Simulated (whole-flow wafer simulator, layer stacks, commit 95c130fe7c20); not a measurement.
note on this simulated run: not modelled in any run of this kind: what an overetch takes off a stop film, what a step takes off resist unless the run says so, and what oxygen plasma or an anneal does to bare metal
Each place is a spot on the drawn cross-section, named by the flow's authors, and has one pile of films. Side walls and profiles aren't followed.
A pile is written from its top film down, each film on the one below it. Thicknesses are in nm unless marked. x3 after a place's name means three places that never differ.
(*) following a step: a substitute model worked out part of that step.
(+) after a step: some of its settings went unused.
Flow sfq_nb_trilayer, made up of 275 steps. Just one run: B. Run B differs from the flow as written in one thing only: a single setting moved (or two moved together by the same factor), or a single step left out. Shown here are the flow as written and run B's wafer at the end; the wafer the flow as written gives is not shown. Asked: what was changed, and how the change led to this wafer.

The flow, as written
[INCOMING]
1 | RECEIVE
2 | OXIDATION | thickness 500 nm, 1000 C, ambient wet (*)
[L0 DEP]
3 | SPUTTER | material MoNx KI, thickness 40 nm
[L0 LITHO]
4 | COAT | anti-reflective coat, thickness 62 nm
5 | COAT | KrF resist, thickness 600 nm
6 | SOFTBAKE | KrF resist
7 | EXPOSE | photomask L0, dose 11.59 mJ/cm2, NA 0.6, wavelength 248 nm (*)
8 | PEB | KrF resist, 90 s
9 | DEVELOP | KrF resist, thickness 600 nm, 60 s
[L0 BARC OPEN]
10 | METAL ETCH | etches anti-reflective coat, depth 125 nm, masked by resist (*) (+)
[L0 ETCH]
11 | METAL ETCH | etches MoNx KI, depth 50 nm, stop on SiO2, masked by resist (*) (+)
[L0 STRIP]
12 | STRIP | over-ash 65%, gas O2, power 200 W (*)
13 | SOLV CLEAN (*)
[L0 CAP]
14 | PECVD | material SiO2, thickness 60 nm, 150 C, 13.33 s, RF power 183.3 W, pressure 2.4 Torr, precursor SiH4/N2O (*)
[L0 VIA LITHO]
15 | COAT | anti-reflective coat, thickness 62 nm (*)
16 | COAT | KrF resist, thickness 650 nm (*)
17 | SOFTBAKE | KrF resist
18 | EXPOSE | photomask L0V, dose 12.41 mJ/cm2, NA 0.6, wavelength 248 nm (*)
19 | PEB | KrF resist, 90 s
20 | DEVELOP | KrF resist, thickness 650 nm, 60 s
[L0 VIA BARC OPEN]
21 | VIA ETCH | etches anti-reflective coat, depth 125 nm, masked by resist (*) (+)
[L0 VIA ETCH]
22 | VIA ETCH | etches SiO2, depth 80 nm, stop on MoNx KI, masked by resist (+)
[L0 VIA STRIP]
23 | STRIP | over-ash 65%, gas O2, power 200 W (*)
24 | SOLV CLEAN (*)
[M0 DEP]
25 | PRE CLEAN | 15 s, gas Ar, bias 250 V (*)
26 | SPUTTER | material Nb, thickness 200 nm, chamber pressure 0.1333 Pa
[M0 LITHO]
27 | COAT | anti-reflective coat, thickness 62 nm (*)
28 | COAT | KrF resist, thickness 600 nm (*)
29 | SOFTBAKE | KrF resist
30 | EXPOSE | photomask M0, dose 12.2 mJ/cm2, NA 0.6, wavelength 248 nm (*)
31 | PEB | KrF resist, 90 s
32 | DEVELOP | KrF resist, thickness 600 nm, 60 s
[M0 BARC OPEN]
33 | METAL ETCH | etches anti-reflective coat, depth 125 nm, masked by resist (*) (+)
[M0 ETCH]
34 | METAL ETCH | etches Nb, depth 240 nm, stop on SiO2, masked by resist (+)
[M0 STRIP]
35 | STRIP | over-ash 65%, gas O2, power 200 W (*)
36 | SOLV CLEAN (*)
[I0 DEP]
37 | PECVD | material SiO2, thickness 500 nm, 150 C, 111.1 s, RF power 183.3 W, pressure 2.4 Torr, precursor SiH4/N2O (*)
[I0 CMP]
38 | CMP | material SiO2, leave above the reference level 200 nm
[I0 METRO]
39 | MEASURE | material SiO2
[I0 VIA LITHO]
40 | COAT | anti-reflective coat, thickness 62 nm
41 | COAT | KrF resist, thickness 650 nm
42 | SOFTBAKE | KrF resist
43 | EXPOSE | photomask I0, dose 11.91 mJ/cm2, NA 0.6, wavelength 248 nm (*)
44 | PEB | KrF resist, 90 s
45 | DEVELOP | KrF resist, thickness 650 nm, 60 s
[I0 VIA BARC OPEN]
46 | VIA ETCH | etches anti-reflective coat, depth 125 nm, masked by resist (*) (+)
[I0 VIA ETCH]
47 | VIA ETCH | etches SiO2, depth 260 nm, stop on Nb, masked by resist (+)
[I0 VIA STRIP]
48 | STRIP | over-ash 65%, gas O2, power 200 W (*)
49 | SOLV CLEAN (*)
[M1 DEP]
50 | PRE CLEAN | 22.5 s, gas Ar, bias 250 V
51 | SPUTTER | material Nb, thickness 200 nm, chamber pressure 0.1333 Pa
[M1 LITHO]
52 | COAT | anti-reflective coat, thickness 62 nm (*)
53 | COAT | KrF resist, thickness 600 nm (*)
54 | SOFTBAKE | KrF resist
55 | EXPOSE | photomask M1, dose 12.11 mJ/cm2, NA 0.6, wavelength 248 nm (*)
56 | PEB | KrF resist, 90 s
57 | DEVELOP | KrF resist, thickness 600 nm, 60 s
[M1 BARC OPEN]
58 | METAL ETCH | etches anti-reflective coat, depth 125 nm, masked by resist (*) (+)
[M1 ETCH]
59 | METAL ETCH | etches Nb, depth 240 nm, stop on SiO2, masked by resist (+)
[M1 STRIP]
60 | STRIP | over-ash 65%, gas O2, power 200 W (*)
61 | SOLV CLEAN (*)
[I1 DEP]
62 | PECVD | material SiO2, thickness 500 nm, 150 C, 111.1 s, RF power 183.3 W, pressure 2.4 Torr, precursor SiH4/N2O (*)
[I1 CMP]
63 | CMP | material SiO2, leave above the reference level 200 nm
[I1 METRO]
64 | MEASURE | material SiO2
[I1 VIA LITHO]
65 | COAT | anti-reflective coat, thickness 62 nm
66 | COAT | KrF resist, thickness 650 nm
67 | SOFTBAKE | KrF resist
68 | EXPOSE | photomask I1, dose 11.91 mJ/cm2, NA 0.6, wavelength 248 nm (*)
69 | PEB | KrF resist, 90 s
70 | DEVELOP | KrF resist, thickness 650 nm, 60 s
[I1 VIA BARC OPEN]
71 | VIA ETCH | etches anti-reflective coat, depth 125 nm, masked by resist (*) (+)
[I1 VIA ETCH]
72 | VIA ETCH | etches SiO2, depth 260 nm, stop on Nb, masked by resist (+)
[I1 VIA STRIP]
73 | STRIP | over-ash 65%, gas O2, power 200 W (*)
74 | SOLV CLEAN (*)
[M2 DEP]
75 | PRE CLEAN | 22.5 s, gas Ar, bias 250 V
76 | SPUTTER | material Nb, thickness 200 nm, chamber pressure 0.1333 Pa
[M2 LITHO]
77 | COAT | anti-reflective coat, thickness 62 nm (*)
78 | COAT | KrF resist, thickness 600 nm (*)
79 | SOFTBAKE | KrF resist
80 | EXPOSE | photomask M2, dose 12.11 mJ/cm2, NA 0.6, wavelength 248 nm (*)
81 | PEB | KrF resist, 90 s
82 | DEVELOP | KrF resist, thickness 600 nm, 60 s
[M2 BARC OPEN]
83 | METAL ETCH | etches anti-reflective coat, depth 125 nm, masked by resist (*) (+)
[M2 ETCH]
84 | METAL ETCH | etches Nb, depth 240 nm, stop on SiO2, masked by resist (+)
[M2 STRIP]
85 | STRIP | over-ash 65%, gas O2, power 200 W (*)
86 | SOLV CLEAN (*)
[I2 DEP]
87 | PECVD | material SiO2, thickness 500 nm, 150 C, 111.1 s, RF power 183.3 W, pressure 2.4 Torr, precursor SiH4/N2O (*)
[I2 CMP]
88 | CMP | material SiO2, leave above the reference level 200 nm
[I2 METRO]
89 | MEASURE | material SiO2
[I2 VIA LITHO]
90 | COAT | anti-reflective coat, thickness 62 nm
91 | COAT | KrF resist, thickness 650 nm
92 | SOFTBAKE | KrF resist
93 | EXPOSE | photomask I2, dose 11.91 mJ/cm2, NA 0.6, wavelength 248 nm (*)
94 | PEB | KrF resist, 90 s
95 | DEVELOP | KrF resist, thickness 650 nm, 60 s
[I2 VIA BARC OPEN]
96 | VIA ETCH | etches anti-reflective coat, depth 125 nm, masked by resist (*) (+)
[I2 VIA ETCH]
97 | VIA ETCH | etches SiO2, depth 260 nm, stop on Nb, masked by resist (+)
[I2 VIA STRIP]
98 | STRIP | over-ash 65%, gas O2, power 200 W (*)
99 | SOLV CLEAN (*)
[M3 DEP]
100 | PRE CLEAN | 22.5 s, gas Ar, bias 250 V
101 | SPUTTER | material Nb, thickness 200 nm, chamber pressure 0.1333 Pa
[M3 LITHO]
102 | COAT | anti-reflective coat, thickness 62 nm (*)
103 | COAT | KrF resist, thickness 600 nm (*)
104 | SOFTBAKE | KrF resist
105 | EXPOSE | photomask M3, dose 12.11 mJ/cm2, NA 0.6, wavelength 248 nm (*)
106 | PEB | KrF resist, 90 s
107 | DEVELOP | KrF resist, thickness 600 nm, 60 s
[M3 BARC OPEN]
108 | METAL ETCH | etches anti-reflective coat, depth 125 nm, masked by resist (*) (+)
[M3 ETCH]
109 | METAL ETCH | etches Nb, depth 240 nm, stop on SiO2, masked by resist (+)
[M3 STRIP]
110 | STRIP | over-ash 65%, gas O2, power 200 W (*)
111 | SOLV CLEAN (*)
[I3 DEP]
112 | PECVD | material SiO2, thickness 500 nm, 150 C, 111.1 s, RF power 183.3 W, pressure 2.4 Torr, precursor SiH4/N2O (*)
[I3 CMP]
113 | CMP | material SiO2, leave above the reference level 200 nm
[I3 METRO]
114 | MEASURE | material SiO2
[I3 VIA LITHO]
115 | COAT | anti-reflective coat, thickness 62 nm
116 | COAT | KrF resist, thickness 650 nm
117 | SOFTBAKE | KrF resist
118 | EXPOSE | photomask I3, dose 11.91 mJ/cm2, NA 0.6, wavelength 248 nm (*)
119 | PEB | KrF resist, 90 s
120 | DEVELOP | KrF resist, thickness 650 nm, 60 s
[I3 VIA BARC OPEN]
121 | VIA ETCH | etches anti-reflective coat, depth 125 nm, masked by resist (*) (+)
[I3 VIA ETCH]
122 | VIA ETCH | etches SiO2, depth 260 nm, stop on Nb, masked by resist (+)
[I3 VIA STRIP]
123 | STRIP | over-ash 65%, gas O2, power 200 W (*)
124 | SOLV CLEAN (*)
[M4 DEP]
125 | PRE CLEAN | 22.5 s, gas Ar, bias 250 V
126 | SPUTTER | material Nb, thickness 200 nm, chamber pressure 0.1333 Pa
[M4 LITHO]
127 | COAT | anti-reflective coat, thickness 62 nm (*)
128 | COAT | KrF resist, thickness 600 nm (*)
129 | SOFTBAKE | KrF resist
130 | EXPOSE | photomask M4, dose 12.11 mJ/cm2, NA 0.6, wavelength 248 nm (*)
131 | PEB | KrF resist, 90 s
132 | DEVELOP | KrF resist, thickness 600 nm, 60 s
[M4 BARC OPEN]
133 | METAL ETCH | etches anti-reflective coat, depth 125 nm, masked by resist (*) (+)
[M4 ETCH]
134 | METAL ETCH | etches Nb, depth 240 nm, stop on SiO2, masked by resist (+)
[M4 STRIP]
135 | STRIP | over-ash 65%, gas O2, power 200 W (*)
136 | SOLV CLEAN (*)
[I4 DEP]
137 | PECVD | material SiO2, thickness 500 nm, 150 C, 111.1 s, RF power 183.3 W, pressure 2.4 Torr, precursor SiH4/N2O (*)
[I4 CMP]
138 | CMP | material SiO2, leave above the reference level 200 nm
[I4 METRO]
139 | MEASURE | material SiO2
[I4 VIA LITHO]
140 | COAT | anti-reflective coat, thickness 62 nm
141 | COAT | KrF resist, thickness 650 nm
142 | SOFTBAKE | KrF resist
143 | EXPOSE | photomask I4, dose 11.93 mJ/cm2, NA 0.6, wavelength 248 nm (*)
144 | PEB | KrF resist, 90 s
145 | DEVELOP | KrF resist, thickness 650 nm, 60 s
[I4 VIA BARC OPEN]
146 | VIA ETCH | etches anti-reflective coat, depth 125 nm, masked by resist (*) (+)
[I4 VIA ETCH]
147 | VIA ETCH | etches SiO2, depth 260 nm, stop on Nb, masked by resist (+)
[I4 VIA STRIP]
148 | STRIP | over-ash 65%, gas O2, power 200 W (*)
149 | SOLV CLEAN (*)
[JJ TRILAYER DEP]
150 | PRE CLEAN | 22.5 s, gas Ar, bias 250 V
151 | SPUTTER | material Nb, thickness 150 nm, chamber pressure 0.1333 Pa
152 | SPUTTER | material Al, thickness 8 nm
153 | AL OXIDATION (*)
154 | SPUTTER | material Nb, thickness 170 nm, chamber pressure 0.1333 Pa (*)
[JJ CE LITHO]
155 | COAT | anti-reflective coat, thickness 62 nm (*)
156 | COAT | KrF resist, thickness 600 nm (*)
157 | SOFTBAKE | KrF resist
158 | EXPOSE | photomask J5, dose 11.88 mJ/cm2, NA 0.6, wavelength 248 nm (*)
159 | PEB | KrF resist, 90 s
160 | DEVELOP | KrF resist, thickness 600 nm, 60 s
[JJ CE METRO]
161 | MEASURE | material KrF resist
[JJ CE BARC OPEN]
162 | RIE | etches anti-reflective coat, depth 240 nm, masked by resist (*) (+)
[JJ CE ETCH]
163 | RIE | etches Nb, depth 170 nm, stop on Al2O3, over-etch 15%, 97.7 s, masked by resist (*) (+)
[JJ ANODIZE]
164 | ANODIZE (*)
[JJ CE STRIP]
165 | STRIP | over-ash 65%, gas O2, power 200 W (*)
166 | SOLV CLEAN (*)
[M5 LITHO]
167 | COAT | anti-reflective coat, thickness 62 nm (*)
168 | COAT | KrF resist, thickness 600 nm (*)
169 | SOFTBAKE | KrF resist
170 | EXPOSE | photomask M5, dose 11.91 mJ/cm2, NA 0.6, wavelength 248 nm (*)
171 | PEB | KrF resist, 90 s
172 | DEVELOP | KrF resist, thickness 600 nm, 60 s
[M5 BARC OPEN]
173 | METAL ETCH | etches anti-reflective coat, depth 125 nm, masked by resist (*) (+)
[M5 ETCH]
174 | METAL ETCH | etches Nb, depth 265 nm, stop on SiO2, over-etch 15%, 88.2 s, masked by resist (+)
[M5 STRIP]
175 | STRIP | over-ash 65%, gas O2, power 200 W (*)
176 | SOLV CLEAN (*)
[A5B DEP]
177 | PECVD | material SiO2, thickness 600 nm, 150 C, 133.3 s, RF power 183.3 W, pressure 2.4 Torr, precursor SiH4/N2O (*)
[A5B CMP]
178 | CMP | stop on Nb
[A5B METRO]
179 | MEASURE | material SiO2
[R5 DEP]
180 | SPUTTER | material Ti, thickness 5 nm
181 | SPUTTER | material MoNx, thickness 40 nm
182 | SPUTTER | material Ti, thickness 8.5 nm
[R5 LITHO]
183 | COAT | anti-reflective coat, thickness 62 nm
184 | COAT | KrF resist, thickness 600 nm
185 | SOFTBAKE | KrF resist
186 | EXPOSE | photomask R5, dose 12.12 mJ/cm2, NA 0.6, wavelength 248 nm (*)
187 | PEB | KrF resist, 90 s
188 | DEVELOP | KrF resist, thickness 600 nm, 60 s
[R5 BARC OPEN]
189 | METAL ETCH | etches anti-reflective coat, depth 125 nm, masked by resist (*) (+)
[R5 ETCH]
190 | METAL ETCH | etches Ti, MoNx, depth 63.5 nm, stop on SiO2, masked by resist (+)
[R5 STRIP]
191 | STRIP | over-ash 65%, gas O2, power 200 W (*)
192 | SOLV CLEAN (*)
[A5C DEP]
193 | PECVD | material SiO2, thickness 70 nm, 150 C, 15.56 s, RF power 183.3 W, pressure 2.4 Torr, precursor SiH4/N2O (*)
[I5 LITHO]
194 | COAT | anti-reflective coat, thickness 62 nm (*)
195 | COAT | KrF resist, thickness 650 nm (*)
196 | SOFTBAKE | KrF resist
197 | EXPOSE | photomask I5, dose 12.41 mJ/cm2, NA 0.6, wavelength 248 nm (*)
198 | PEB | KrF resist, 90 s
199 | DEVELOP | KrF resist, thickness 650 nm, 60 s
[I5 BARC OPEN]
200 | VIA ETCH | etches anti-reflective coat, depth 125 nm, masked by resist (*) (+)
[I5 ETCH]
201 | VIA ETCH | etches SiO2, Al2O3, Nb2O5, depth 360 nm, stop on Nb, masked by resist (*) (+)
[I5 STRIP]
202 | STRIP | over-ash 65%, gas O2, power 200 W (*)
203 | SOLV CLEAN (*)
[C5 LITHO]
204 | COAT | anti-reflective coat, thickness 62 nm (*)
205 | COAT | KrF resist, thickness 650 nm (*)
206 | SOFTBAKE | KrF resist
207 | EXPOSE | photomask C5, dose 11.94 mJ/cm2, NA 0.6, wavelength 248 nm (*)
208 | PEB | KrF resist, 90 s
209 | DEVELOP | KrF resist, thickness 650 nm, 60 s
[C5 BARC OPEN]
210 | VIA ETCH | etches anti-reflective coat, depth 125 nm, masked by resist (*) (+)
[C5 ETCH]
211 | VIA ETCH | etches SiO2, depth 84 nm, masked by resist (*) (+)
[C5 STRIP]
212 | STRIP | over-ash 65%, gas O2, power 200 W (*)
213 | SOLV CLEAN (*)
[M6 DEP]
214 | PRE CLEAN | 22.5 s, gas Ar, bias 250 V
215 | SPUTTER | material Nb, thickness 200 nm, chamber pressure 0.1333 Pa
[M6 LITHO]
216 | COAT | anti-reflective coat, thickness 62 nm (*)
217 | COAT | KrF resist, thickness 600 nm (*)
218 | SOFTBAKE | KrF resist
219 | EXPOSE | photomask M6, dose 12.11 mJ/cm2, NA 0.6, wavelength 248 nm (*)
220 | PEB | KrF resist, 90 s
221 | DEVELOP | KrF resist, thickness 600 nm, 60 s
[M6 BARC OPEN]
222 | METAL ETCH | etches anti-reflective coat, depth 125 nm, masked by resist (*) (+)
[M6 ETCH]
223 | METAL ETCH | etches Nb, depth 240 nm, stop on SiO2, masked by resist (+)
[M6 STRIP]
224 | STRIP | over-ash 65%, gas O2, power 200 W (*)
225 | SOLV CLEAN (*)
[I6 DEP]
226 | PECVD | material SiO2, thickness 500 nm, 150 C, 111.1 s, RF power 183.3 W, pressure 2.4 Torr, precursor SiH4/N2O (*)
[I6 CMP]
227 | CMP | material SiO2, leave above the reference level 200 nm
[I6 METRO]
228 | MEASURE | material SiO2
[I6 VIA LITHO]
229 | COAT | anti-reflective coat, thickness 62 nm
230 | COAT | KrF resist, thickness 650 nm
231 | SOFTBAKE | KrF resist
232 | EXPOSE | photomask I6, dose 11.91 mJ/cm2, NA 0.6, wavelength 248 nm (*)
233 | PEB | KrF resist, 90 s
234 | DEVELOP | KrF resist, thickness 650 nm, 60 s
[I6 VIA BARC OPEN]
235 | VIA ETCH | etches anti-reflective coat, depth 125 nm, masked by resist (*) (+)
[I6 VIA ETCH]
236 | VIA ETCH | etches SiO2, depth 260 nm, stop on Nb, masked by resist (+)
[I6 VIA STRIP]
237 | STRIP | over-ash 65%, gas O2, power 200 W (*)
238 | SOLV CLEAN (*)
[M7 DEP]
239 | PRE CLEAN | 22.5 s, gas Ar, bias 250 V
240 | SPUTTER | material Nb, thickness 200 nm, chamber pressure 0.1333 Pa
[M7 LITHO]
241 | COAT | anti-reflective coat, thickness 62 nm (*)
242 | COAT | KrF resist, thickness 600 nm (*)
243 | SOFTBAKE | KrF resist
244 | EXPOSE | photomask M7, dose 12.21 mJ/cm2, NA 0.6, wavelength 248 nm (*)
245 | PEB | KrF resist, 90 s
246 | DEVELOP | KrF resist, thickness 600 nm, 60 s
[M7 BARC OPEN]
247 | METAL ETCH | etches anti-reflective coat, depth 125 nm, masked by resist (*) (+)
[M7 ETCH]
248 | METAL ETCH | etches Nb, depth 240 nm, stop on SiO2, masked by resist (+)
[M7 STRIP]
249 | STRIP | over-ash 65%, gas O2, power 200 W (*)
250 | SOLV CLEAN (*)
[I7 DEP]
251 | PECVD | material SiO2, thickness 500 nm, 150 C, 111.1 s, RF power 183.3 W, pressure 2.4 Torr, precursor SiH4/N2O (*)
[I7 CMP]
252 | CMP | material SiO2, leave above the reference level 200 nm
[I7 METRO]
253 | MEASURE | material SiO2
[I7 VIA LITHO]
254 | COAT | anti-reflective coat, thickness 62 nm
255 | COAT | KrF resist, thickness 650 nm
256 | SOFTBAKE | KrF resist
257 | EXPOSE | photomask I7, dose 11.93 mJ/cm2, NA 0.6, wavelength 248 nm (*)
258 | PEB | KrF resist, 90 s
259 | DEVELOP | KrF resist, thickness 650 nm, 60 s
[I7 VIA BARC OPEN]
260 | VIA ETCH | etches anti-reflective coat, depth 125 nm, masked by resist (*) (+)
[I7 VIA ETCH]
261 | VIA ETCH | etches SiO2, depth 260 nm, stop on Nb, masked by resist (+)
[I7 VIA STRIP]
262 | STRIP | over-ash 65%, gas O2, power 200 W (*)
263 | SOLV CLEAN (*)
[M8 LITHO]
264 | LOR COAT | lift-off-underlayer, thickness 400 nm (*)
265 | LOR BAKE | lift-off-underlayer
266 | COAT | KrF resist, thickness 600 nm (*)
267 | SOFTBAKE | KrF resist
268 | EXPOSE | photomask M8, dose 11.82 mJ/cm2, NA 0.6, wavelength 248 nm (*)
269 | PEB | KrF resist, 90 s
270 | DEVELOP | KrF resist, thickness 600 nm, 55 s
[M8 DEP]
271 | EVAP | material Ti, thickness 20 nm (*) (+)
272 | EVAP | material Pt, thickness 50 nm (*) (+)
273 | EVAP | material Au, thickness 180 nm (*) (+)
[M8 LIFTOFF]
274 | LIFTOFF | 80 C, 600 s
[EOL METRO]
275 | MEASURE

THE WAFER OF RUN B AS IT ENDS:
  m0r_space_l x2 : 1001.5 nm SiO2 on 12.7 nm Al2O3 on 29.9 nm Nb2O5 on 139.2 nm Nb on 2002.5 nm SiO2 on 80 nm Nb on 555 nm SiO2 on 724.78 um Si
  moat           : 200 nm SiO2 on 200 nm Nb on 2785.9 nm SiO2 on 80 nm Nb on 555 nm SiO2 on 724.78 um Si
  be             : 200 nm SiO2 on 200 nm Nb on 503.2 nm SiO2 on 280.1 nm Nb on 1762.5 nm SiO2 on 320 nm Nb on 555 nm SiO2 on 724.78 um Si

What caused this: step 26, SPUTTER: thickness 320 nm was run, while the flow as written has thickness 200 nm.
The wafer itself shows it: be has Nb 320, and step 26 as written asks for 200 nm.

Step by step, how the change led to this:
  26 | SPUTTER | material Nb, thickness 200 nm, chamber pressure 0.1333 Pa
      field_l, v_sur, via_wl and 102 more: Nb gains 320 (new film) (as written it would have been: Nb gains 200 (new film))
      l0v: Nb gains 316 (new film) (as written it would have been: Nb gains 195.7 (new film))
  34 | METAL ETCH | etches Nb, depth 240 nm, stop on SiO2, masked by resist (+)
      moat, m0r_space_l x2: Nb loses 240 (as written it would have been: Nb loses 200 (all of it))
  37 | PECVD | material SiO2, thickness 500 nm, 150 C, 111.1 s, RF power 183.3 W, pressure 2.4 Torr, precursor SiH4/N2O (*)
      moat, m0r_space_l x2: SiO2 gains 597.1 (new film) (as written it would have been: SiO2 gains 557.1)
Taking metal films that touch as one body, m0r_space_l x2 has 2 bodies (between them, from the top down: SiO2 2002.5); the flow as written gives 1 body.
Taking metal films that touch as one body, moat has 2 bodies (between them, from the top down: SiO2 2785.9); the flow as written gives 1 body.
